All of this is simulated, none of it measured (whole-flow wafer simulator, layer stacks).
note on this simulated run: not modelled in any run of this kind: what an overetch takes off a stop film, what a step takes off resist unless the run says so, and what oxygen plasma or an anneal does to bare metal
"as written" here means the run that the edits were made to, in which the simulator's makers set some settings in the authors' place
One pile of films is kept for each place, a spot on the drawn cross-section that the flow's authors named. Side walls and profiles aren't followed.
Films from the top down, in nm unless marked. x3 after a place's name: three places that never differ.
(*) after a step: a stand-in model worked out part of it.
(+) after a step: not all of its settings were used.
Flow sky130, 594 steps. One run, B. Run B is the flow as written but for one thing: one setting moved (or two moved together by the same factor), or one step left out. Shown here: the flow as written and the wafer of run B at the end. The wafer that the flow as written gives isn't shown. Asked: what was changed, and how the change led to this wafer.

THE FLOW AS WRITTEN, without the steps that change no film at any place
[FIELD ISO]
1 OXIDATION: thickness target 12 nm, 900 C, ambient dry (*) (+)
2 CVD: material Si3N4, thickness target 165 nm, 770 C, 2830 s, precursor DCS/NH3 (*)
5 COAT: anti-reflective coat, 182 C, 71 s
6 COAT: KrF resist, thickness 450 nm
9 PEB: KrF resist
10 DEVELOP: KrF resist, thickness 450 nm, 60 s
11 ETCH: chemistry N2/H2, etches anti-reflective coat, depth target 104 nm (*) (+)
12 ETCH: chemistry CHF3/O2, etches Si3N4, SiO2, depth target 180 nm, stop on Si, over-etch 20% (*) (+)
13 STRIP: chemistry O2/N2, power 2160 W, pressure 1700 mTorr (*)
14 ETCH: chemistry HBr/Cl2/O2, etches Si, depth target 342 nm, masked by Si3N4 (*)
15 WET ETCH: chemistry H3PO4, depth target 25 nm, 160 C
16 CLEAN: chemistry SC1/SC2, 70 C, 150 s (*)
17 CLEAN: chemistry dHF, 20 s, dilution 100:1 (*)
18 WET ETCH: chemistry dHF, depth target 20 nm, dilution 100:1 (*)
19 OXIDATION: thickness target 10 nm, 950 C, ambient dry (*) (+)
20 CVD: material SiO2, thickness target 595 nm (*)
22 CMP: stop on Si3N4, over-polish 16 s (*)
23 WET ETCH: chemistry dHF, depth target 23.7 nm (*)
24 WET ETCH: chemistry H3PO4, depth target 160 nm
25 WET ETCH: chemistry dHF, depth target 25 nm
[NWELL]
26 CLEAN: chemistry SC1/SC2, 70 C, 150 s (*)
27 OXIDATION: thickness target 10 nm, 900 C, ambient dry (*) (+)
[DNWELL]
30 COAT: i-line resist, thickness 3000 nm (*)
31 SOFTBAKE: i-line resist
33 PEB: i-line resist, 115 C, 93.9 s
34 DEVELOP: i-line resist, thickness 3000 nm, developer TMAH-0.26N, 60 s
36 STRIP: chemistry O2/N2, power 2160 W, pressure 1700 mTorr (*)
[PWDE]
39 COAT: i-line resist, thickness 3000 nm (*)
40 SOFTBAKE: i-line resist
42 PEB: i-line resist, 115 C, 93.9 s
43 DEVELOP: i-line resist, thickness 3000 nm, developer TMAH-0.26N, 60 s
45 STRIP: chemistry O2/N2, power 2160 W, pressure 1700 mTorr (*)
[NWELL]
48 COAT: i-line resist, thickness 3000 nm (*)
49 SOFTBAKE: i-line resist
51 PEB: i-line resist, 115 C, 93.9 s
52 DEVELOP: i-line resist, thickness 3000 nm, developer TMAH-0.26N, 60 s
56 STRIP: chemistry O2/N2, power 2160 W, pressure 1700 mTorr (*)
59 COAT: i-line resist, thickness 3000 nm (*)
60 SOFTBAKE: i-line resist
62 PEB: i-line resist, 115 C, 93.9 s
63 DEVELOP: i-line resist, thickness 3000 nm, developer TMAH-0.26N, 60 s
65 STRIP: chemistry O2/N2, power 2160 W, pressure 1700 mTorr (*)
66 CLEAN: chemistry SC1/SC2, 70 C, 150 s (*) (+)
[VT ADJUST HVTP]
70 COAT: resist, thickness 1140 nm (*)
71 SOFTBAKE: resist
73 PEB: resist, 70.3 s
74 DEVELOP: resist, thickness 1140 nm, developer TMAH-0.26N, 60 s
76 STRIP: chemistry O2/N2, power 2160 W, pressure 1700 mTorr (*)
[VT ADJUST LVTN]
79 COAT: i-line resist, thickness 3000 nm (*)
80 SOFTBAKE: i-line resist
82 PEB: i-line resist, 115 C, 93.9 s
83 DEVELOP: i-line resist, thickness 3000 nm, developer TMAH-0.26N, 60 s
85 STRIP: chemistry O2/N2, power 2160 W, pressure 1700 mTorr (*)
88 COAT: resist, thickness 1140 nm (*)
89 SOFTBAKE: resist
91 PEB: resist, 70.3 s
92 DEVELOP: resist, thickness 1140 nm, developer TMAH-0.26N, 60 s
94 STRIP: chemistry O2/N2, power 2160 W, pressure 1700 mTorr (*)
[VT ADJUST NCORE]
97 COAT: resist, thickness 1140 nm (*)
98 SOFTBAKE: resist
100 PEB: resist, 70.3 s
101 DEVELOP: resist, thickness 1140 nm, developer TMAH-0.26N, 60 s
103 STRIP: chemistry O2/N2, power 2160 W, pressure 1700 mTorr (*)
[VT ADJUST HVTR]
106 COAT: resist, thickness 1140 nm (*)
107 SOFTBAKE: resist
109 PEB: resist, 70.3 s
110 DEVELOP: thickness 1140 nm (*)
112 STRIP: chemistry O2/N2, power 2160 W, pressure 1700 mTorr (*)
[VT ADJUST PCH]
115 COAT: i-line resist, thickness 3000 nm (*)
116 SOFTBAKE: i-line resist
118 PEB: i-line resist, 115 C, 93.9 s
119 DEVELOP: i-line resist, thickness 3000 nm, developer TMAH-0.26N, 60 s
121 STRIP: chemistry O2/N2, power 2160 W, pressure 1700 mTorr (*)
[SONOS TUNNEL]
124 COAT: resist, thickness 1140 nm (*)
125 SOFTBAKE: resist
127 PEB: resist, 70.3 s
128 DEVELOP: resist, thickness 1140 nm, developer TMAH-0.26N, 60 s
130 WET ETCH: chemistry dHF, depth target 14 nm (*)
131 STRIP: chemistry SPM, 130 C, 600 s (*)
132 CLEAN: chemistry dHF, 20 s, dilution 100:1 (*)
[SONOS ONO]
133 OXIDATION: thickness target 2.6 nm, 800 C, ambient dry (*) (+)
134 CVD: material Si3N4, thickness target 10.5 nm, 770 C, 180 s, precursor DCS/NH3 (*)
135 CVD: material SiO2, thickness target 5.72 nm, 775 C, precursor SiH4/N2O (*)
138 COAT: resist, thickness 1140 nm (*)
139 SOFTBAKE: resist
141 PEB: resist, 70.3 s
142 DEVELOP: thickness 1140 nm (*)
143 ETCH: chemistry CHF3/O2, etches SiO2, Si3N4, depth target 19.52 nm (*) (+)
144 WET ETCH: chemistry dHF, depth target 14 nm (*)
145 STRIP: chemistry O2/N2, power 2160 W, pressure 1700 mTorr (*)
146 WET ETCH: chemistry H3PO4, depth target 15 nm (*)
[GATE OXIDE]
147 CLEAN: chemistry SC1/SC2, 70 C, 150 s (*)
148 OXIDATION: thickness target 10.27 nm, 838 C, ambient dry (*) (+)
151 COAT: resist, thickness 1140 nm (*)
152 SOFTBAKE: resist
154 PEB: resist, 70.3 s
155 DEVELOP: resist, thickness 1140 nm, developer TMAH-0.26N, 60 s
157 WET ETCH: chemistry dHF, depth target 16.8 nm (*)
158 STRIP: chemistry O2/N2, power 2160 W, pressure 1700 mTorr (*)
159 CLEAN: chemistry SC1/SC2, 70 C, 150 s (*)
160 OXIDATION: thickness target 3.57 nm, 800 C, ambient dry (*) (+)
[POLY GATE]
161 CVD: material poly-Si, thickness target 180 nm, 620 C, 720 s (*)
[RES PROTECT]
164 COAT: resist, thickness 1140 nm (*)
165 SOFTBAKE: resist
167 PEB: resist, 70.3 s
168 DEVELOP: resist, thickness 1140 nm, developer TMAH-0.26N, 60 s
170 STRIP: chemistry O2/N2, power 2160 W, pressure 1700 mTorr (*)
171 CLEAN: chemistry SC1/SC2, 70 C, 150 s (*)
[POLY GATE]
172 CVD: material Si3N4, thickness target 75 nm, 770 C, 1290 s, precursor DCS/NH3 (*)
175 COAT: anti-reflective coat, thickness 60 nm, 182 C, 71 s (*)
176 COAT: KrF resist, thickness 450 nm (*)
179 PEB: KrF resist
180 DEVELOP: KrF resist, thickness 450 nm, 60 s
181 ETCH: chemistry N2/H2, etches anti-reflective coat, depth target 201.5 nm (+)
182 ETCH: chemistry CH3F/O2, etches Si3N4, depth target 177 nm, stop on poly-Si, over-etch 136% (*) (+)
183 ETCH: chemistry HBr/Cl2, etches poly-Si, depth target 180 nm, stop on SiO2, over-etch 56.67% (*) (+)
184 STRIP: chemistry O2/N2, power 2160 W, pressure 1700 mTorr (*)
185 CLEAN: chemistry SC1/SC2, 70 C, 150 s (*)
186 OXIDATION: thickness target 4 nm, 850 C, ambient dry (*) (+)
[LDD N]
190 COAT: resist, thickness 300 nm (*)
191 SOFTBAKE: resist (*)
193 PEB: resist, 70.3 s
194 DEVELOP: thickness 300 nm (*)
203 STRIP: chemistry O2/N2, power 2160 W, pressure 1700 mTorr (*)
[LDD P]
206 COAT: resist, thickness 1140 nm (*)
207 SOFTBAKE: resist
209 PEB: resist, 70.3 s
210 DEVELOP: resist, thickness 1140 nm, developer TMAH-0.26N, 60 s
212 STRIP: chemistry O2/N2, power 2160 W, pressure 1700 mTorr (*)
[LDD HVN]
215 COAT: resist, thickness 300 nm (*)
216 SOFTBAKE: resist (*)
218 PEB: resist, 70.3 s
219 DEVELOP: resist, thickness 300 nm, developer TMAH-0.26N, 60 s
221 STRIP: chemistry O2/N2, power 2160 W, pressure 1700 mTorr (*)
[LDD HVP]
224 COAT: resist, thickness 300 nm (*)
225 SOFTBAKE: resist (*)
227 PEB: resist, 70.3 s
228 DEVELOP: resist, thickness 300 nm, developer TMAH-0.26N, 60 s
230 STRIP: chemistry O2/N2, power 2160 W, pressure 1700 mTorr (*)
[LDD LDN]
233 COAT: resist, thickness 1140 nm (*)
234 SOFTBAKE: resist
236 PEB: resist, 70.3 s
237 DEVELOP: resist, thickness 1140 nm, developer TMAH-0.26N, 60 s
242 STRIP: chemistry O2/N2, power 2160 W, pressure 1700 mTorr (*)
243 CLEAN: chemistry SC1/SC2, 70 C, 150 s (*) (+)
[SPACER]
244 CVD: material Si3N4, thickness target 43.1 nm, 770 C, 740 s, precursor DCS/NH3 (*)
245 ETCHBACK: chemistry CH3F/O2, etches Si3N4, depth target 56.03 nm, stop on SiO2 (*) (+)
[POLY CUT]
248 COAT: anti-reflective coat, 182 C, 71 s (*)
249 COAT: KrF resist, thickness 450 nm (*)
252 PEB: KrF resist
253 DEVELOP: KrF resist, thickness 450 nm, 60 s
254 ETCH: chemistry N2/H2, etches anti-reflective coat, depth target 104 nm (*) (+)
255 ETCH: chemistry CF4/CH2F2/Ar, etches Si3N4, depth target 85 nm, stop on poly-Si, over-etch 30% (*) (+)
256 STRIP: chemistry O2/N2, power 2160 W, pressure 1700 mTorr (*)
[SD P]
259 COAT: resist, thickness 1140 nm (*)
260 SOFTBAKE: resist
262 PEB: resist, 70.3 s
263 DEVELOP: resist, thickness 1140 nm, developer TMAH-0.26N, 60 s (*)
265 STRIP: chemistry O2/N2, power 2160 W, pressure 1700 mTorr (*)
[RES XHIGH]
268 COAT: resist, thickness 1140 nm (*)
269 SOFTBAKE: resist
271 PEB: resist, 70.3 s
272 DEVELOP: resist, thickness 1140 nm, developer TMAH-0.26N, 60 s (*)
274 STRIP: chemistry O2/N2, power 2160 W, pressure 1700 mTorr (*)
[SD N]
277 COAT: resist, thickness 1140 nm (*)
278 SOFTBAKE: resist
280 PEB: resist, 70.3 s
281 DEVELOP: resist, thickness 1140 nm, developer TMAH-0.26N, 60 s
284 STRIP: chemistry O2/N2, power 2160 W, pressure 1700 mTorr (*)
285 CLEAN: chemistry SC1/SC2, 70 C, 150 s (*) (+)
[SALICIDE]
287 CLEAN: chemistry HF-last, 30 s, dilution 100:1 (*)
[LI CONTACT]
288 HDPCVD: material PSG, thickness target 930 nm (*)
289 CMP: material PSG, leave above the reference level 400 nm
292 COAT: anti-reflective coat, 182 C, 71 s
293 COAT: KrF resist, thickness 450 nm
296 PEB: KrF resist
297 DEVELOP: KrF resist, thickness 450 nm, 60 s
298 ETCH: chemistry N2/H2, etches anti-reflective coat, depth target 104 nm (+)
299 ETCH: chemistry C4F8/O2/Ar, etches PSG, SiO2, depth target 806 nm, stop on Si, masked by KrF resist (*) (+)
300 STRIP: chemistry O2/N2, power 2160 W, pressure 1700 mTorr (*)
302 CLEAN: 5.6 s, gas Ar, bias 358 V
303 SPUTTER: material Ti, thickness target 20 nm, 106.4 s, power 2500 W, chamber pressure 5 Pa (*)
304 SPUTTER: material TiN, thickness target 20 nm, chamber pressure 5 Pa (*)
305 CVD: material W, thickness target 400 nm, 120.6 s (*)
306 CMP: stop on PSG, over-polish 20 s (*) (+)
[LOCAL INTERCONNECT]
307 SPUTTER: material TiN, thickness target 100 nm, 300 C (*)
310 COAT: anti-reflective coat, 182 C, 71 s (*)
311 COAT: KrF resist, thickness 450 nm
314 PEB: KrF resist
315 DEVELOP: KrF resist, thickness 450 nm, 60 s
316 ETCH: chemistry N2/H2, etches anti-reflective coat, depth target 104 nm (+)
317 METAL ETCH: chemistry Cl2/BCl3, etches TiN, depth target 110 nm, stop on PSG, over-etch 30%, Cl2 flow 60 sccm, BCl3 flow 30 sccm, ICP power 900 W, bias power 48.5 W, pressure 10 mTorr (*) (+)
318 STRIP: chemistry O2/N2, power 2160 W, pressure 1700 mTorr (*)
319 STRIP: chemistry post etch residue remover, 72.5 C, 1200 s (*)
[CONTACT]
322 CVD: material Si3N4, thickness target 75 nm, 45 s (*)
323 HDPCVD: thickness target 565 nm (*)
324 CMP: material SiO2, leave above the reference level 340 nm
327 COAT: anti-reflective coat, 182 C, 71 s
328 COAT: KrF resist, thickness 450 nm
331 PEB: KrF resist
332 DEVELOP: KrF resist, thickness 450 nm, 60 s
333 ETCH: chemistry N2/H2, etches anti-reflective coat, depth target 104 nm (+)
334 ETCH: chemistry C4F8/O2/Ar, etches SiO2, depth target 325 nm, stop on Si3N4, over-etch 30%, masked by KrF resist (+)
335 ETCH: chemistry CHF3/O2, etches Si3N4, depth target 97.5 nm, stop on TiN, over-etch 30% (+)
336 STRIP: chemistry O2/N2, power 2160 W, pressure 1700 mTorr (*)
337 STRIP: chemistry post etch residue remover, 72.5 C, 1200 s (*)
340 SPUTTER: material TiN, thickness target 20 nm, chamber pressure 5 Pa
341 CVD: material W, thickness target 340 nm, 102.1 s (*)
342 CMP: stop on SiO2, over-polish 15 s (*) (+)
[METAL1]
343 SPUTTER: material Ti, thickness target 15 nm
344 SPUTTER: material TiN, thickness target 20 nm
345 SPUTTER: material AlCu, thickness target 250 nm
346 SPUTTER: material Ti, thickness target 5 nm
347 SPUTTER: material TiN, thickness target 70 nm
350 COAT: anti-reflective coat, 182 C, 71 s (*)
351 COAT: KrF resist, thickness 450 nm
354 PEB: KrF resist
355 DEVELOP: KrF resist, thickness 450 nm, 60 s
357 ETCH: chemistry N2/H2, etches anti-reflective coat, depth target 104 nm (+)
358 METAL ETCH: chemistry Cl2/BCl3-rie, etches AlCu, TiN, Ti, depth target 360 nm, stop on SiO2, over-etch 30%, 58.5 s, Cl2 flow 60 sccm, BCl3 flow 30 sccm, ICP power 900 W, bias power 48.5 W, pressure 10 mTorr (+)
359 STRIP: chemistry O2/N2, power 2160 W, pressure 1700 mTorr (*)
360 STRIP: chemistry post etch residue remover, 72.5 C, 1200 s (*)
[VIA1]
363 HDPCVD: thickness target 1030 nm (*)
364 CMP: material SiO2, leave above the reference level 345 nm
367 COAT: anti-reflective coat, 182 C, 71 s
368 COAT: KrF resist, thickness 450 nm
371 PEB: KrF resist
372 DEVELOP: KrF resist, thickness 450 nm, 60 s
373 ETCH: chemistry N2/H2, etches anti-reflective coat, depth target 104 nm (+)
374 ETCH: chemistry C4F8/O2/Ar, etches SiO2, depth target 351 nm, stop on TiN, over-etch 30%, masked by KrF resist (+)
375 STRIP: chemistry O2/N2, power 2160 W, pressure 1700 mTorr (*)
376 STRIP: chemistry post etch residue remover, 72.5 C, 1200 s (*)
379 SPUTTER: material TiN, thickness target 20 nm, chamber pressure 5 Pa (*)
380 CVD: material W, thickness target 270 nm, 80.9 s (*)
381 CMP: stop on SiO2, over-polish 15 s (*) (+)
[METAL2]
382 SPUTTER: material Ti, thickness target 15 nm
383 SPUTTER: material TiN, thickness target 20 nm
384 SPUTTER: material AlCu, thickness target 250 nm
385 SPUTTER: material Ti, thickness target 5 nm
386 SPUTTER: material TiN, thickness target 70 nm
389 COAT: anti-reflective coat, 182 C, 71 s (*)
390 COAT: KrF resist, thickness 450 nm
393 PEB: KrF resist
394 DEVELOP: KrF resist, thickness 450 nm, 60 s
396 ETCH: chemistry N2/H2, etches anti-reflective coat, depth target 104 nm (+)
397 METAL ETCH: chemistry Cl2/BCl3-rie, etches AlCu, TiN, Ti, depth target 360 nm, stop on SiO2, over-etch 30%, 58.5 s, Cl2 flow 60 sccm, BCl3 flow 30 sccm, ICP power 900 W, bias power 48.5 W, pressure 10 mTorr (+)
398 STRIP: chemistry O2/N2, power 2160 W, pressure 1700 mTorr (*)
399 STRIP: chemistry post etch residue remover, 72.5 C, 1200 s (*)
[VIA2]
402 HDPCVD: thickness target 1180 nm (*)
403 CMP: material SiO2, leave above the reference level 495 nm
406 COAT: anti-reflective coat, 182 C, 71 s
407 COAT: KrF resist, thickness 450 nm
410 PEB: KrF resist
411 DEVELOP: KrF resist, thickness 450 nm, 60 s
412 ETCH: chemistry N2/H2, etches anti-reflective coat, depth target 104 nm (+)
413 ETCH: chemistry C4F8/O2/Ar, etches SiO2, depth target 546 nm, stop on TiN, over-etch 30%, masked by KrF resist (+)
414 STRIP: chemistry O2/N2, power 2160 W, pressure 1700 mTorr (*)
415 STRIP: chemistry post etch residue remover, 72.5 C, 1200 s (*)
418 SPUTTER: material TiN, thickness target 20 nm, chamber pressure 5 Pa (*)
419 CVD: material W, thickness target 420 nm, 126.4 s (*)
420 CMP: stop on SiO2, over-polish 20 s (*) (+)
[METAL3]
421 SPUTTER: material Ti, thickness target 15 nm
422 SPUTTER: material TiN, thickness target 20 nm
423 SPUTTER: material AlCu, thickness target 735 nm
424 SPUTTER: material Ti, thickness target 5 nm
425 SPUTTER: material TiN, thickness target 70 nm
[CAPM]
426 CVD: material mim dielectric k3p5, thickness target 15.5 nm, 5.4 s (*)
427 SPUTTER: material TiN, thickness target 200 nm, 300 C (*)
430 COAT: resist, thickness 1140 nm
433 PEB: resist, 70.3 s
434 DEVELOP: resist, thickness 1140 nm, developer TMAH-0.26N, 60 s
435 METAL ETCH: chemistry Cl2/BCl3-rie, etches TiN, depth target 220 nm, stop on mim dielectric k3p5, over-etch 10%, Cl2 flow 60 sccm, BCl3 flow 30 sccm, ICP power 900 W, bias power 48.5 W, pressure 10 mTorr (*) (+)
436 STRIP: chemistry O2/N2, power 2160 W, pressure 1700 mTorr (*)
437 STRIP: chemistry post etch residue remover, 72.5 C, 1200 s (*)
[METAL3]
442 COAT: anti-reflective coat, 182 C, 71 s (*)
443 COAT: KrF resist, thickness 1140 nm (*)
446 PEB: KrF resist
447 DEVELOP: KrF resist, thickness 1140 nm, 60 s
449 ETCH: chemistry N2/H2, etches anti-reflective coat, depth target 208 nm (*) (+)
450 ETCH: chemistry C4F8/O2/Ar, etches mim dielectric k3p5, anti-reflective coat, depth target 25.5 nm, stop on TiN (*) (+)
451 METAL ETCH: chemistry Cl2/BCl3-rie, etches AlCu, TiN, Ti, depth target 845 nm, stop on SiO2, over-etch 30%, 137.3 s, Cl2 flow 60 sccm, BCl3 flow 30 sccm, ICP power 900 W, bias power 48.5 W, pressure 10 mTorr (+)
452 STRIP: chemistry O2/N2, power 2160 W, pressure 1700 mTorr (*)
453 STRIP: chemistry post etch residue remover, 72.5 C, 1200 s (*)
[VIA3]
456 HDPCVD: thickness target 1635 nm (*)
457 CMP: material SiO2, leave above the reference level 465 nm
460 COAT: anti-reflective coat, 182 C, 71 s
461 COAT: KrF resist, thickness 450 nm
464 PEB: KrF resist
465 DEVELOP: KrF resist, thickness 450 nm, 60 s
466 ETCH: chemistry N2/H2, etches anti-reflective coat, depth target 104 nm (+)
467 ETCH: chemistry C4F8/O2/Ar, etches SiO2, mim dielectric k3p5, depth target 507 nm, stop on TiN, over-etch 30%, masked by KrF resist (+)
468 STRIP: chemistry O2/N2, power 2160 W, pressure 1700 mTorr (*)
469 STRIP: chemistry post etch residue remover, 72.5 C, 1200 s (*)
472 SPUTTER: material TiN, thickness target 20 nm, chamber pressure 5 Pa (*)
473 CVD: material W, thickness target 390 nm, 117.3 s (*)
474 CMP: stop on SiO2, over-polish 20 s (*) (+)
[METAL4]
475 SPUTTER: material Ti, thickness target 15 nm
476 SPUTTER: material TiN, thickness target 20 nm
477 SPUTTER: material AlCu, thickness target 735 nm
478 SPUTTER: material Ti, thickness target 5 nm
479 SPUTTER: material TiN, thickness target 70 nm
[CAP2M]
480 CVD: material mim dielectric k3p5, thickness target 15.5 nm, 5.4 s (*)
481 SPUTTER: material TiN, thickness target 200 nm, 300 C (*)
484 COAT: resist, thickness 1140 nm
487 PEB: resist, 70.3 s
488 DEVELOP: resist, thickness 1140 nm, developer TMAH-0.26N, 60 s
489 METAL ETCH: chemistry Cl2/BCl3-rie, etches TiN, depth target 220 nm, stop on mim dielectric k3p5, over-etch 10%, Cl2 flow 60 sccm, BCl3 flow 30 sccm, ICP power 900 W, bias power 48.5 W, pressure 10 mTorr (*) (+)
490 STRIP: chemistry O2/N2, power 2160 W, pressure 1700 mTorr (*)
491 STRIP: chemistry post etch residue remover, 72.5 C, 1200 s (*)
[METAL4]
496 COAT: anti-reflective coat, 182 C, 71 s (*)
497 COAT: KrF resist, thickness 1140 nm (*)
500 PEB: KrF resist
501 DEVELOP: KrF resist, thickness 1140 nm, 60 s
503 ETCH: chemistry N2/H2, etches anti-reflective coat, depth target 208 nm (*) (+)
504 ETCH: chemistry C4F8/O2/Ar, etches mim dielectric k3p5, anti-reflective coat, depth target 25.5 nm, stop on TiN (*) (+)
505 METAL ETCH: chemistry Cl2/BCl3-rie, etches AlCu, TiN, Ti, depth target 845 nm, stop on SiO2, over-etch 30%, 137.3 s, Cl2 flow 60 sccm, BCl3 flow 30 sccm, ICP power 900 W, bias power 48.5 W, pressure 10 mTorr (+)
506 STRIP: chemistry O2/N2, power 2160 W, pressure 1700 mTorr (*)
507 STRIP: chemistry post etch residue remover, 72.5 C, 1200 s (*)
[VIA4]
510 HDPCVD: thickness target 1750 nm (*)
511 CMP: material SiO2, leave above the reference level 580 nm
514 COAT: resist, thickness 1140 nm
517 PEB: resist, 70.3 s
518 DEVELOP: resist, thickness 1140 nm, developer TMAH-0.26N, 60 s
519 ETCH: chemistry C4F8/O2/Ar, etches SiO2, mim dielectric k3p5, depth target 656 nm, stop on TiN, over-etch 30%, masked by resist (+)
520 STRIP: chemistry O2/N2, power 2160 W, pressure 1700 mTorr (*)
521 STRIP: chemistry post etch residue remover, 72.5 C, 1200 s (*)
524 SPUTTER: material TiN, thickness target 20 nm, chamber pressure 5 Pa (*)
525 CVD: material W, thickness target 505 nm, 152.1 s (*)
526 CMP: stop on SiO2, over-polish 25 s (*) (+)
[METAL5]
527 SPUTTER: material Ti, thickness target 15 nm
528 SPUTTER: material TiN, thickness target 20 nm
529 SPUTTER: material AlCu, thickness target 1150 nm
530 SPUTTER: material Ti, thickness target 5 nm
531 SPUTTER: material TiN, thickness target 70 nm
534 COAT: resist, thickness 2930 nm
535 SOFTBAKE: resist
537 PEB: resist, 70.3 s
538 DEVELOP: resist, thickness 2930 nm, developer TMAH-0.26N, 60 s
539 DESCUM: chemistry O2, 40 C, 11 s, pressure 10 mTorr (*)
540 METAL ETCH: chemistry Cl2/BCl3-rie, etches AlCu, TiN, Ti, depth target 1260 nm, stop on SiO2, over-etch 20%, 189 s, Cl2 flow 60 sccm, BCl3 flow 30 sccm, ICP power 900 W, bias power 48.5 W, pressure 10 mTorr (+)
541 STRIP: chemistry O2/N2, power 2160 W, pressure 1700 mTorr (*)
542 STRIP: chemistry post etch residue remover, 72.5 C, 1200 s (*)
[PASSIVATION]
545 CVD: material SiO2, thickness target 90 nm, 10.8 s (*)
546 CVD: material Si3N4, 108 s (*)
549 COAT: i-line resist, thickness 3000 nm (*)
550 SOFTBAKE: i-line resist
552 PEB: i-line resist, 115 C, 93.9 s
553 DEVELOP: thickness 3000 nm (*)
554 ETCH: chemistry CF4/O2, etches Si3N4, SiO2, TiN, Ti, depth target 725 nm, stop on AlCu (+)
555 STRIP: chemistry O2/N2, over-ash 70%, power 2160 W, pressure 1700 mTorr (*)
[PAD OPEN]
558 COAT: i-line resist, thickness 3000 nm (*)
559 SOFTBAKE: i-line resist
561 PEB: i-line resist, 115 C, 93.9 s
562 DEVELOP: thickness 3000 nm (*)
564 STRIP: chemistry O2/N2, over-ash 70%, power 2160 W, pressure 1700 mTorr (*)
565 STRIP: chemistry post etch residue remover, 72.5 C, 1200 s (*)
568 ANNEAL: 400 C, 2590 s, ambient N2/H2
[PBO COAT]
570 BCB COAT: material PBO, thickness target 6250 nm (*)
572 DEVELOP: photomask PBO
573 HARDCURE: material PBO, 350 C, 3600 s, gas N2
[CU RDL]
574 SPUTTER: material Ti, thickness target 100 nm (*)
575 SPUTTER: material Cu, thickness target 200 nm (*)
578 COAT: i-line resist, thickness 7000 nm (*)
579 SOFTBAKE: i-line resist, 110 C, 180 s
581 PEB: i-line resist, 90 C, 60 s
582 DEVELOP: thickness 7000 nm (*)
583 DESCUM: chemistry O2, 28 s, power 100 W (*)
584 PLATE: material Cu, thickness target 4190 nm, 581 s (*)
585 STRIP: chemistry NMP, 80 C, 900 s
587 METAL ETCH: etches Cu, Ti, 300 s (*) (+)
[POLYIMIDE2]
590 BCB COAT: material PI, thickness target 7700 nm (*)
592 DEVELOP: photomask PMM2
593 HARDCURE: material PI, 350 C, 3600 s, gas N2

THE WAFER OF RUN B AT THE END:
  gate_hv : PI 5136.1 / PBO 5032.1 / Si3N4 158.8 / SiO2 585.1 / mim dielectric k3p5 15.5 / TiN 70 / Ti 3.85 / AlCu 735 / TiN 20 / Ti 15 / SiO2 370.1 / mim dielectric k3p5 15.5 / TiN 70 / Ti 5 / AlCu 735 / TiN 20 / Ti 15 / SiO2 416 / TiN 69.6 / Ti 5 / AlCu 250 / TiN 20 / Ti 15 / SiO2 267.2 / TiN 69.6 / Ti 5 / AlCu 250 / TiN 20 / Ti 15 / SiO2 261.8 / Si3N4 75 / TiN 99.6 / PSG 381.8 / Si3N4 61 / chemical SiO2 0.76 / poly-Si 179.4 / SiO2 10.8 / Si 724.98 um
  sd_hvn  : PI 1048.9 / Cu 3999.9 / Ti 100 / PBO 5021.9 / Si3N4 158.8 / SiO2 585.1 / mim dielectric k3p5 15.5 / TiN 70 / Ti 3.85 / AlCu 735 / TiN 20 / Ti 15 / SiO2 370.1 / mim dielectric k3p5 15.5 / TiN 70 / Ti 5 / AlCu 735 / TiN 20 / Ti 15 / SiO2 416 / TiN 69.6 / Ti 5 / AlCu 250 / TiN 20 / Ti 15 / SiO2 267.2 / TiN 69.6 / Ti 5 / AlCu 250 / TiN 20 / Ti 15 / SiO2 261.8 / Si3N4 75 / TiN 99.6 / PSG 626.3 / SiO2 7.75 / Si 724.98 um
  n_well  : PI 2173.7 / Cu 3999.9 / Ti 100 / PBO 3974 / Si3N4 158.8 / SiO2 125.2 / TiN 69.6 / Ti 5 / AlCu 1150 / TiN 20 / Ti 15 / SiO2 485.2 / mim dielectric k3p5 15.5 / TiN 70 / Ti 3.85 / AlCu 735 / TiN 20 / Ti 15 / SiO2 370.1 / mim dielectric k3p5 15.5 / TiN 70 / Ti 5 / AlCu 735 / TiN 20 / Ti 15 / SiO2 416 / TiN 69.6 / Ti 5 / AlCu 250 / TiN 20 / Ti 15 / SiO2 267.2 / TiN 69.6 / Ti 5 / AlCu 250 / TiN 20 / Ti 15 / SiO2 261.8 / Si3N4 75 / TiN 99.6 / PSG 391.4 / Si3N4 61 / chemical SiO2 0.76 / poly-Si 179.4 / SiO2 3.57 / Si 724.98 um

The cause: step 478, SPUTTER: thickness target 3.85 nm was run, where the flow has thickness target 5 nm.
It can be read off the wafer: gate_hv has Ti 3.85, and step 478 as written asks for 5 nm.

How the change led to this, step by step:
  478 SPUTTER: material Ti, thickness target 5 nm
      field, active, n_well and 189 more: Ti +3.85 (new film) (as written it would be: Ti +5 (new film))
  505 METAL ETCH: chemistry Cl2/BCl3-rie, etches AlCu, TiN, Ti, depth target 845 nm, stop on SiO2, over-etch 30%, 137.3 s, Cl2 flow 60 sccm, BCl3 flow 30 sccm, ICP power 900 W, bias power 48.5 W, pressure 10 mTorr (+)
      field, gate, spacer and 68 more: TiN -70 (all of it), Ti -3.85 (all of it), AlCu -735 (all of it), TiN -20 (all of it), Ti -15 (all of it), SiO2 -25.5 (as written it would be: TiN -70 (all of it), Ti -5 (all of it), AlCu -735 (all of it), TiN -20 (all of it), Ti -15 (all of it), SiO2 -25.4)
      active, vpp_iso1, mim_edge_plate and 14 more: TiN -70 (all of it), Ti -3.85 (all of it), AlCu -735 (all of it), TiN -20 (all of it), Ti -15 (all of it), SiO2 -25.5 (as written it would be: TiN -70 (all of it), Ti -5 (all of it), AlCu -735 (all of it), TiN -20 (all of it), Ti -15 (all of it), SiO2 -25.3)
